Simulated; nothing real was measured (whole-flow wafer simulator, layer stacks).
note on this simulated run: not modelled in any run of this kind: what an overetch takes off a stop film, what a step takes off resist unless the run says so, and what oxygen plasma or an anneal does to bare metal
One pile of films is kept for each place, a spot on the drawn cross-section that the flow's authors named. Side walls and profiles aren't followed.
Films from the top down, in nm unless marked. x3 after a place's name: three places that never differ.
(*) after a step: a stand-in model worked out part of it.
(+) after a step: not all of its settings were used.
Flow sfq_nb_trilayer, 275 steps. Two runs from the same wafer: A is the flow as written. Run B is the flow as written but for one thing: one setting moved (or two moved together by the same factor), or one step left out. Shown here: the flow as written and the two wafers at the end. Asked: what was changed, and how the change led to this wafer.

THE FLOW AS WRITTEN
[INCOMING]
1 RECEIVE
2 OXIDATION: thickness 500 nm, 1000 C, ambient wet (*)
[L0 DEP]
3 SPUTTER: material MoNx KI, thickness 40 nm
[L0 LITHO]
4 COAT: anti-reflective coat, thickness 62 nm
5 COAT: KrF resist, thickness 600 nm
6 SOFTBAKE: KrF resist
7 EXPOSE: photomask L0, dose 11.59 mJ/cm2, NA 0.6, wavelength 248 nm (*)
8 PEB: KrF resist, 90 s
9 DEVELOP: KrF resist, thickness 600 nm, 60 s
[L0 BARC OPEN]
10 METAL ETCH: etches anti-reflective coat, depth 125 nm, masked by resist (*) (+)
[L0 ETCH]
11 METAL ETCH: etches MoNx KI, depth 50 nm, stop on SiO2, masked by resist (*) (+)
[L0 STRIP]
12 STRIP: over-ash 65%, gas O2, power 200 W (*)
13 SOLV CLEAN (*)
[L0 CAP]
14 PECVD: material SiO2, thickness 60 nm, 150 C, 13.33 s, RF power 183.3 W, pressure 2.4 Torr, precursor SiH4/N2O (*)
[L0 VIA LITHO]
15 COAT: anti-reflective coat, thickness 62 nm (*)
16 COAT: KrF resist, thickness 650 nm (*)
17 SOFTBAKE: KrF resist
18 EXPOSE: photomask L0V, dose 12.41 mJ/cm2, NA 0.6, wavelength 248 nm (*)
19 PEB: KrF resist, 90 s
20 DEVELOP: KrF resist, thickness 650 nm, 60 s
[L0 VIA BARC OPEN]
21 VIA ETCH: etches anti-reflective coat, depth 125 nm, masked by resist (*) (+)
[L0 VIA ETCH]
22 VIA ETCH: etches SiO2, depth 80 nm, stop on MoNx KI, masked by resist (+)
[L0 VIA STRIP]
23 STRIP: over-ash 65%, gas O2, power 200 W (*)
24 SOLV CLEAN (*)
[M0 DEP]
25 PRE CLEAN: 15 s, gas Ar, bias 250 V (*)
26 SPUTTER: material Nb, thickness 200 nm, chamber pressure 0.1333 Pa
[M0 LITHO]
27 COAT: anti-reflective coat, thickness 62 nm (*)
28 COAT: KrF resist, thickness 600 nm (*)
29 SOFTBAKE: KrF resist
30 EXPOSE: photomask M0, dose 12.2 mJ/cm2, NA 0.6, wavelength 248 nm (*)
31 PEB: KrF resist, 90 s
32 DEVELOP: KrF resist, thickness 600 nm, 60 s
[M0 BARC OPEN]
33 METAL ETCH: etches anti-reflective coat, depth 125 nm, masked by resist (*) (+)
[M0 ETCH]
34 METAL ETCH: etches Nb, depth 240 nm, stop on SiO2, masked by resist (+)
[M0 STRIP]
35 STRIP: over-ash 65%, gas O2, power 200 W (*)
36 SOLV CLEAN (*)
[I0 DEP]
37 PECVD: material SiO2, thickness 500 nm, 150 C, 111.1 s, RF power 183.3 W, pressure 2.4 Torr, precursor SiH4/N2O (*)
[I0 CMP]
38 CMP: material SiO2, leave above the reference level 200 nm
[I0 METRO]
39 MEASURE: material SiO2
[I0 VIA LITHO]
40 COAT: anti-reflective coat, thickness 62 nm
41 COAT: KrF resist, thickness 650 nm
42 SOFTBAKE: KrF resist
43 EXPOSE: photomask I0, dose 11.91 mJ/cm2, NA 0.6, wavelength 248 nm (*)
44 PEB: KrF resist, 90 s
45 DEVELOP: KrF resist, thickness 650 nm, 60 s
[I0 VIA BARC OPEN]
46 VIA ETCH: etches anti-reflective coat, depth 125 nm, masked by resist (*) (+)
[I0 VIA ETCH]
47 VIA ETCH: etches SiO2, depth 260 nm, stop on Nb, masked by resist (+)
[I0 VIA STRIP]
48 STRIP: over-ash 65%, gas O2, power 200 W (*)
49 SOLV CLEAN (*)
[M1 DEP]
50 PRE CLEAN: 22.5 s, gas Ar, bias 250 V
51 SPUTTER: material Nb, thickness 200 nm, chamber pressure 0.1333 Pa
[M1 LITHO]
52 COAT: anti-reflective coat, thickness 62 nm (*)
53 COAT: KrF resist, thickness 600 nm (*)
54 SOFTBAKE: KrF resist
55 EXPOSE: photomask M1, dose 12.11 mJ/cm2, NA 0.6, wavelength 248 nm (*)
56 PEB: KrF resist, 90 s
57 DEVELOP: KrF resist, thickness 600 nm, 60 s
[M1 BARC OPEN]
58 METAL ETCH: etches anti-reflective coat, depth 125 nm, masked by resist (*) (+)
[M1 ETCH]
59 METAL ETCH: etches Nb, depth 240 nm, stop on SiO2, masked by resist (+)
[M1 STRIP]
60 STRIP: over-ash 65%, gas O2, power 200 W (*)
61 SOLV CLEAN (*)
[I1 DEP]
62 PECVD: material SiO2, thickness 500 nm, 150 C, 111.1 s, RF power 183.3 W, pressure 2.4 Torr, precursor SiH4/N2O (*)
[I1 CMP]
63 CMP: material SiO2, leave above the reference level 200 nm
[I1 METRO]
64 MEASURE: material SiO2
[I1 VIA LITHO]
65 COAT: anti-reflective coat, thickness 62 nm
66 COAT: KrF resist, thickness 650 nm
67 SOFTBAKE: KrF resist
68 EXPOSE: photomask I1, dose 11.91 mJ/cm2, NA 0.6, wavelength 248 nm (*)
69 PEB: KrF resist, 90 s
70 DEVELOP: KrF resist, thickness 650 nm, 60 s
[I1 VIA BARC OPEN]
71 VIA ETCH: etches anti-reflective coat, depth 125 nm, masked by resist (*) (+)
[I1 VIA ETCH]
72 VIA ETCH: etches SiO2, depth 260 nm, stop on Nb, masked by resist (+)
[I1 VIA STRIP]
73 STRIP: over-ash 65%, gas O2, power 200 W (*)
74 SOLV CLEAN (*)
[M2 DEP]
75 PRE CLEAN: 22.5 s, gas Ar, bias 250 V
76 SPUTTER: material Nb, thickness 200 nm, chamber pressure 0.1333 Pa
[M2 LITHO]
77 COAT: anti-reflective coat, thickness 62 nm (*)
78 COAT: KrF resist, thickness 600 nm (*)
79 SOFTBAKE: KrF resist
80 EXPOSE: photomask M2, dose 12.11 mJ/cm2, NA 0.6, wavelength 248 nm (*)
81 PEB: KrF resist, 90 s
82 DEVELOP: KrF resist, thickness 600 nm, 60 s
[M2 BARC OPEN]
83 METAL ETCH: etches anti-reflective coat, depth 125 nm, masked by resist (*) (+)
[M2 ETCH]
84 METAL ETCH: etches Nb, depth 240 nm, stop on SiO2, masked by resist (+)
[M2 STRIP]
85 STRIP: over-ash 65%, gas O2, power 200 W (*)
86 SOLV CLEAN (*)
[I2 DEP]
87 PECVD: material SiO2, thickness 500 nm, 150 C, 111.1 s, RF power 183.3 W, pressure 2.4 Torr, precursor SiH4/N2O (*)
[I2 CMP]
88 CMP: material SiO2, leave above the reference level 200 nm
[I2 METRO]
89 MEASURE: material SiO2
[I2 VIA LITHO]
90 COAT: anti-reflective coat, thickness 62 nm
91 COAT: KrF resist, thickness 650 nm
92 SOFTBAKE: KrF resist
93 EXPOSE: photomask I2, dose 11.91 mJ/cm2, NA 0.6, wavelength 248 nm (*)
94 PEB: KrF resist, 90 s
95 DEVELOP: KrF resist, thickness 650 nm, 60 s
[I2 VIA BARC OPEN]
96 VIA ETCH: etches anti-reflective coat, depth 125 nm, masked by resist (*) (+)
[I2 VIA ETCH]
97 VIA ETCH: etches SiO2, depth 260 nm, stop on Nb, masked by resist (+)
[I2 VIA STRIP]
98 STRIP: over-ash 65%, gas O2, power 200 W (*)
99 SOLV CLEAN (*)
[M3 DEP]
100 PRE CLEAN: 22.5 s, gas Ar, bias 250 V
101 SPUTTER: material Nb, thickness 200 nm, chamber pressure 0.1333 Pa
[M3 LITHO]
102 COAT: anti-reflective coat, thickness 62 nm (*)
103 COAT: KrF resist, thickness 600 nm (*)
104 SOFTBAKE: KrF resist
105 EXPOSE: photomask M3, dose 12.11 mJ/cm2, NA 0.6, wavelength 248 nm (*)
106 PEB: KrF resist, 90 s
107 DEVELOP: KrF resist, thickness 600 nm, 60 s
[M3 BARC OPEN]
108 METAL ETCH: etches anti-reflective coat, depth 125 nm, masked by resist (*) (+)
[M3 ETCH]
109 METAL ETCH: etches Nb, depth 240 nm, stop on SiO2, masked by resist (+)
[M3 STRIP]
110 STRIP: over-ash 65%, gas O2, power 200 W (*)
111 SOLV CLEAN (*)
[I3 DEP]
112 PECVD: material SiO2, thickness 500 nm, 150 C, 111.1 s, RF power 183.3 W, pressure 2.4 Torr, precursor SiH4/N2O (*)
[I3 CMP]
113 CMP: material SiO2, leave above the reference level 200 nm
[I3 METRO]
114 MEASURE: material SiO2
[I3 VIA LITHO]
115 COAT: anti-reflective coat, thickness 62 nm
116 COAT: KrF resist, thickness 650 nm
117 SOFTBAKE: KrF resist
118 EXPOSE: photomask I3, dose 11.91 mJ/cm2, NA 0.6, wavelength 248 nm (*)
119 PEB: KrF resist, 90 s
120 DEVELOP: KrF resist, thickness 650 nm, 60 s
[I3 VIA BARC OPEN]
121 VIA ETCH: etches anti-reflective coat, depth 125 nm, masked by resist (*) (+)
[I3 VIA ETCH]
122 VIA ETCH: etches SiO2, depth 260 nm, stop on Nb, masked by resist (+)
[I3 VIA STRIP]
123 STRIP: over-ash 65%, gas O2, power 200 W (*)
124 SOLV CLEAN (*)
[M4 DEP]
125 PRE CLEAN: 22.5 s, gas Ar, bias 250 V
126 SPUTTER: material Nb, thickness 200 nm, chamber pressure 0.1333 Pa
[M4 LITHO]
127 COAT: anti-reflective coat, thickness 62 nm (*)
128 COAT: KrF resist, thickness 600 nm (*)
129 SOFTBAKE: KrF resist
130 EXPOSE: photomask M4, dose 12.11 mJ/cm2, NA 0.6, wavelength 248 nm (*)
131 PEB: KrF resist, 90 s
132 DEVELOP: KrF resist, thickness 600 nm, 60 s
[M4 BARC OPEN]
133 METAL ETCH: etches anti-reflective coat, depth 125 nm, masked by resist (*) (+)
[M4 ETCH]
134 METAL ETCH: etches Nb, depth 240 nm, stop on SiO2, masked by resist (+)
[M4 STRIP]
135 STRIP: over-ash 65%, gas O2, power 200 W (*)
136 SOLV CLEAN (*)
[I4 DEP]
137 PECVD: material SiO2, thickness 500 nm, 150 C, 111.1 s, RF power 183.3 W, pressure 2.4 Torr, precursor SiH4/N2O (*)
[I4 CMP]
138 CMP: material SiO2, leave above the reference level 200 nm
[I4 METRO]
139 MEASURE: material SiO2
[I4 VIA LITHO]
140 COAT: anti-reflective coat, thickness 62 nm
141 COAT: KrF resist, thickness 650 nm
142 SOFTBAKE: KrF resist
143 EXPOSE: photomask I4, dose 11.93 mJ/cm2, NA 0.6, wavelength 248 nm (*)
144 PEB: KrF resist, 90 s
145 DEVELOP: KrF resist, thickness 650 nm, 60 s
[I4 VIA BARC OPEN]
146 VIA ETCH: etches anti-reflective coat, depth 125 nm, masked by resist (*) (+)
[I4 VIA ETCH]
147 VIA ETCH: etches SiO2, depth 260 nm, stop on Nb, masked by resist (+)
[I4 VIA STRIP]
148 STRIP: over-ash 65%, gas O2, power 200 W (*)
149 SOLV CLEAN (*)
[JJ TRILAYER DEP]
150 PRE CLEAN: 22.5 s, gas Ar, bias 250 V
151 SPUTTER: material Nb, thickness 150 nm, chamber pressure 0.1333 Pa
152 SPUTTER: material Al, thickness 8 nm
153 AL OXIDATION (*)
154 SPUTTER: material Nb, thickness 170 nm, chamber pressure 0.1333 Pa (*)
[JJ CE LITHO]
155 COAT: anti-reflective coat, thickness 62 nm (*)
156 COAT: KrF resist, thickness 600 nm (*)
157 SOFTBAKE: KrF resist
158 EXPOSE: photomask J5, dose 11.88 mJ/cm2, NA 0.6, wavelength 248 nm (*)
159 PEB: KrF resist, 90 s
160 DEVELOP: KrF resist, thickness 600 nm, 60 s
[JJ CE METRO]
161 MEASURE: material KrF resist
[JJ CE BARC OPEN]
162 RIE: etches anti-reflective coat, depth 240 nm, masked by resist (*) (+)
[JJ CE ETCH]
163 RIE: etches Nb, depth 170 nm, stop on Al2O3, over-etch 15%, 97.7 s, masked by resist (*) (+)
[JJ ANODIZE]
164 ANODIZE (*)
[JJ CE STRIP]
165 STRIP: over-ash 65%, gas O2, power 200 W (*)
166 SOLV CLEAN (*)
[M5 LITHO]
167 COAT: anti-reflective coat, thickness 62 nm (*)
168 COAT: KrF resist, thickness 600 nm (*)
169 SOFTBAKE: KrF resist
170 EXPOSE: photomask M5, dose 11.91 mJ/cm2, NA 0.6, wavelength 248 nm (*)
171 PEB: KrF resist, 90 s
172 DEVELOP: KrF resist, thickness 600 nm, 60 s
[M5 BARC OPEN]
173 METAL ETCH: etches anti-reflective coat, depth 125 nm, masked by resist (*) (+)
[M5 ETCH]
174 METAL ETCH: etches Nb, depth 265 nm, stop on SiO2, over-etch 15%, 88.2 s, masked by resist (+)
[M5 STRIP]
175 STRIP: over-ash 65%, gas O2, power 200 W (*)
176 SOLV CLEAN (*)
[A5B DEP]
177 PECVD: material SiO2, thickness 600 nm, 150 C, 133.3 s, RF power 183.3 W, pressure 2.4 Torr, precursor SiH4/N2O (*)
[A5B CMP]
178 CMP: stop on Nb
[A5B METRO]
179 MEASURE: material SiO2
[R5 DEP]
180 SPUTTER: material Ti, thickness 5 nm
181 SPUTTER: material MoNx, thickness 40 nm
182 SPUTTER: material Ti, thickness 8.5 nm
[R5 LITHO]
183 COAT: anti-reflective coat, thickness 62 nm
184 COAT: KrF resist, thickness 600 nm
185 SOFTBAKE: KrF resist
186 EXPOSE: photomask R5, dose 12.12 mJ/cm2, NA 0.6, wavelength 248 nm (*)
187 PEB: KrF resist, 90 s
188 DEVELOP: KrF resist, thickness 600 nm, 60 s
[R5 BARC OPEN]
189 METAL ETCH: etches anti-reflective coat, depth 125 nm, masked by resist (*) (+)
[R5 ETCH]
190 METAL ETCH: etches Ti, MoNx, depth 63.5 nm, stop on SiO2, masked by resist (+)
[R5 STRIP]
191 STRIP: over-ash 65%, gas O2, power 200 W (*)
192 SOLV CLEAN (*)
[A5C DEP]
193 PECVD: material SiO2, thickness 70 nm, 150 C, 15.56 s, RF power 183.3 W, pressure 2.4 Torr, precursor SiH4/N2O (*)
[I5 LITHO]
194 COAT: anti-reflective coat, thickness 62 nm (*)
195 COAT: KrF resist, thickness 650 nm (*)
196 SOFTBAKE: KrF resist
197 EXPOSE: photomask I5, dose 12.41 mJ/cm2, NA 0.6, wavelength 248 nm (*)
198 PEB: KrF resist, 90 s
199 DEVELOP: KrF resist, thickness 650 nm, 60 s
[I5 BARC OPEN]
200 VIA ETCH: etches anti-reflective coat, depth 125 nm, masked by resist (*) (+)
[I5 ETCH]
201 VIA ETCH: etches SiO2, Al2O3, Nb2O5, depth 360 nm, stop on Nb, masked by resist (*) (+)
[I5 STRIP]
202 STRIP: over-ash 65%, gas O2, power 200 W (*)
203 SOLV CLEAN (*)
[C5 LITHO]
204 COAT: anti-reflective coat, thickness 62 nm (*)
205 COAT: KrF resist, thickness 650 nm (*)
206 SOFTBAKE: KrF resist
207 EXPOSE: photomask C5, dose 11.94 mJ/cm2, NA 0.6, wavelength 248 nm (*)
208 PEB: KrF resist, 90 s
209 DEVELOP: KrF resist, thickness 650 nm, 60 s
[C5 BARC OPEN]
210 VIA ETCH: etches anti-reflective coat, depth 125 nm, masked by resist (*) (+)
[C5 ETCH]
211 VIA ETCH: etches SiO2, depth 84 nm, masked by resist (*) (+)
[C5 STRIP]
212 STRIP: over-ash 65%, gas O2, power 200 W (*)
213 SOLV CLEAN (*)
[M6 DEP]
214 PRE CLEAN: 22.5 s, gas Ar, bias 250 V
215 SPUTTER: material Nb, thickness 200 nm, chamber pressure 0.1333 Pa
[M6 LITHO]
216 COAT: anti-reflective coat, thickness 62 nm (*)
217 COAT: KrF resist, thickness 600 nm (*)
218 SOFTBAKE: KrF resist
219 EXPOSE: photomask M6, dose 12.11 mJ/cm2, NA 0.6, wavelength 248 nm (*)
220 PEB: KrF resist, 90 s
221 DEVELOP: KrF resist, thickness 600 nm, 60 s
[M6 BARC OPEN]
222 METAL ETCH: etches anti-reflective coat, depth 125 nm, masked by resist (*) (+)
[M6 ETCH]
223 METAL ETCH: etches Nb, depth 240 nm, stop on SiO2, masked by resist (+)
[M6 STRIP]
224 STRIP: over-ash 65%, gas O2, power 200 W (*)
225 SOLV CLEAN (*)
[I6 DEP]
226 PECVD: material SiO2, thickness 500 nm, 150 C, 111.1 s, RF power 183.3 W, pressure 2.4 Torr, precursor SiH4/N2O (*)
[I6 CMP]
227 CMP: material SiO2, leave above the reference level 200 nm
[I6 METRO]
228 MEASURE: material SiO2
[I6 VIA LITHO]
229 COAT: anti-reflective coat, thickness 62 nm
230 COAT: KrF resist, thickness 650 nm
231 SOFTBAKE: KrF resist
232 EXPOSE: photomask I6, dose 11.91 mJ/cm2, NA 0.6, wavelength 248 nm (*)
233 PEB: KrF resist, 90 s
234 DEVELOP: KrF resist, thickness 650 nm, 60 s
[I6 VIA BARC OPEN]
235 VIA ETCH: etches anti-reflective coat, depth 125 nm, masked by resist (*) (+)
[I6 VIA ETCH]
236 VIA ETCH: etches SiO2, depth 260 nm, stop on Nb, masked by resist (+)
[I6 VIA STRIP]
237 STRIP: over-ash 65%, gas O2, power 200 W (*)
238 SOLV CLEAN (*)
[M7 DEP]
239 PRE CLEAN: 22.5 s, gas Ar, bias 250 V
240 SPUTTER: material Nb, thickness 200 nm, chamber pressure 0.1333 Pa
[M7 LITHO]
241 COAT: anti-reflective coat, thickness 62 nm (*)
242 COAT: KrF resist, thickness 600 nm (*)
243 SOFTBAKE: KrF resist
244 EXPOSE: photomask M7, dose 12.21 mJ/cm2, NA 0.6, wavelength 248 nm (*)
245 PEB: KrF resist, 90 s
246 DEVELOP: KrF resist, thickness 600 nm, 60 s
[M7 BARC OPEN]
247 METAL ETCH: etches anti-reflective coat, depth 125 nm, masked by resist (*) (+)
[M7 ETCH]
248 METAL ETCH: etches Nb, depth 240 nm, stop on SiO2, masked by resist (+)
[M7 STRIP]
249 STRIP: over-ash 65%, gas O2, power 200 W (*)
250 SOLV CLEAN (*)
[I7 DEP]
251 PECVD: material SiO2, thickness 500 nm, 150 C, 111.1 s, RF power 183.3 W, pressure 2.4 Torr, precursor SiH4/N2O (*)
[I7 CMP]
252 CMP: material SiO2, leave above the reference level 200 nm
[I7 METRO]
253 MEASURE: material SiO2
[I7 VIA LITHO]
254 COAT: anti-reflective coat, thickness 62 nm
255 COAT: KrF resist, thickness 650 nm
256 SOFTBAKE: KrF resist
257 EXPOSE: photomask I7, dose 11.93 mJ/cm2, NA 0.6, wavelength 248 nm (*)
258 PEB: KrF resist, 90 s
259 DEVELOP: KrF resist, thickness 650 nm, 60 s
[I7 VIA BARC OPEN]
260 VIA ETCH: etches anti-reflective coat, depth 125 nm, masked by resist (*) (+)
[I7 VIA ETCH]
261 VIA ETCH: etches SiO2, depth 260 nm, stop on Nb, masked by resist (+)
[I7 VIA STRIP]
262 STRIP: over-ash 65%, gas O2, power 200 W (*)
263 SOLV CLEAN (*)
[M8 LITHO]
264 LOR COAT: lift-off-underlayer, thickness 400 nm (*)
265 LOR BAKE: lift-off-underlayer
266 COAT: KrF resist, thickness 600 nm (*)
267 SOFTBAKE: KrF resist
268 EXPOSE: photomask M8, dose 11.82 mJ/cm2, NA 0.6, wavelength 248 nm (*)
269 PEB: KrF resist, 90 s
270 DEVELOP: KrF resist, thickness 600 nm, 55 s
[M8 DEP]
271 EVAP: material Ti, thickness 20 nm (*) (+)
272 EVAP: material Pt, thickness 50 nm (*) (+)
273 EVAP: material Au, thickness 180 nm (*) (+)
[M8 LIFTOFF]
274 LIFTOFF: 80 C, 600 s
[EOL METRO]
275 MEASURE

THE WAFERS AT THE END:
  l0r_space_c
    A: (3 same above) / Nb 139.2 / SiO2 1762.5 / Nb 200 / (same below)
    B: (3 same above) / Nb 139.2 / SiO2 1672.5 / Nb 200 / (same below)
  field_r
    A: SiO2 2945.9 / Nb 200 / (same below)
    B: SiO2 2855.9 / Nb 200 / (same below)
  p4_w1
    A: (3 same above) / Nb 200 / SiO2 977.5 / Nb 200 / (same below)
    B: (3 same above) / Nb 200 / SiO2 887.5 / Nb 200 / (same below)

The cause: step 76, SPUTTER: thickness 110 nm was run, where the flow has thickness 200 nm.

How the change led to this, step by step:
  76 SPUTTER: material Nb, thickness 200 nm, chamber pressure 0.1333 Pa
      field_l, v_sur, via_wl and 102 more: A Nb +200 (new film) | B Nb +110 (new film)
      via_v: A Nb +174.5 | B Nb +96.8
  77 COAT: anti-reflective coat, thickness 62 nm (*)
      via_v: A anti-reflective coat +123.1 (new film) | B anti-reflective coat +119.2 (new film)
  84 METAL ETCH: etches Nb, depth 240 nm, stop on SiO2, masked by resist (+)
      field_l, be, be_sur and 81 more: A Nb -200 (all of it) | B Nb -110 (all of it)
      v_sur, via_wl, via_w and 19 more: A KrF resist -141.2 | B KrF resist -97.1
  85 STRIP: over-ash 65%, gas O2, power 200 W (*)
      wl_j_sl, wl_jj, wl_j_sr and 12 more: A KrF resist -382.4 (all of it), anti-reflective coat -62 (all of it) | B KrF resist -426.5 (all of it), anti-reflective coat -62 (all of it)
      v_sur: A KrF resist -380 (all of it), anti-reflective coat -61.4 (all of it) | B KrF resist -424.2 (all of it), anti-reflective coat -61.4 (all of it)
      (and at 6 more places)
  87 PECVD: material SiO2, thickness 500 nm, 150 C, 111.1 s, RF power 183.3 W, pressure 2.4 Torr, precursor SiH4/N2O (*)
      via_v: A SiO2 +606 (new film) | B SiO2 +584.3 (new film)
  88 CMP: material SiO2, leave above the reference level 200 nm
      field_l, be, be_sur and 81 more: A SiO2 -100 | B SiO2 -190
      via_v: A SiO2 -181.6 | B SiO2 -172.2
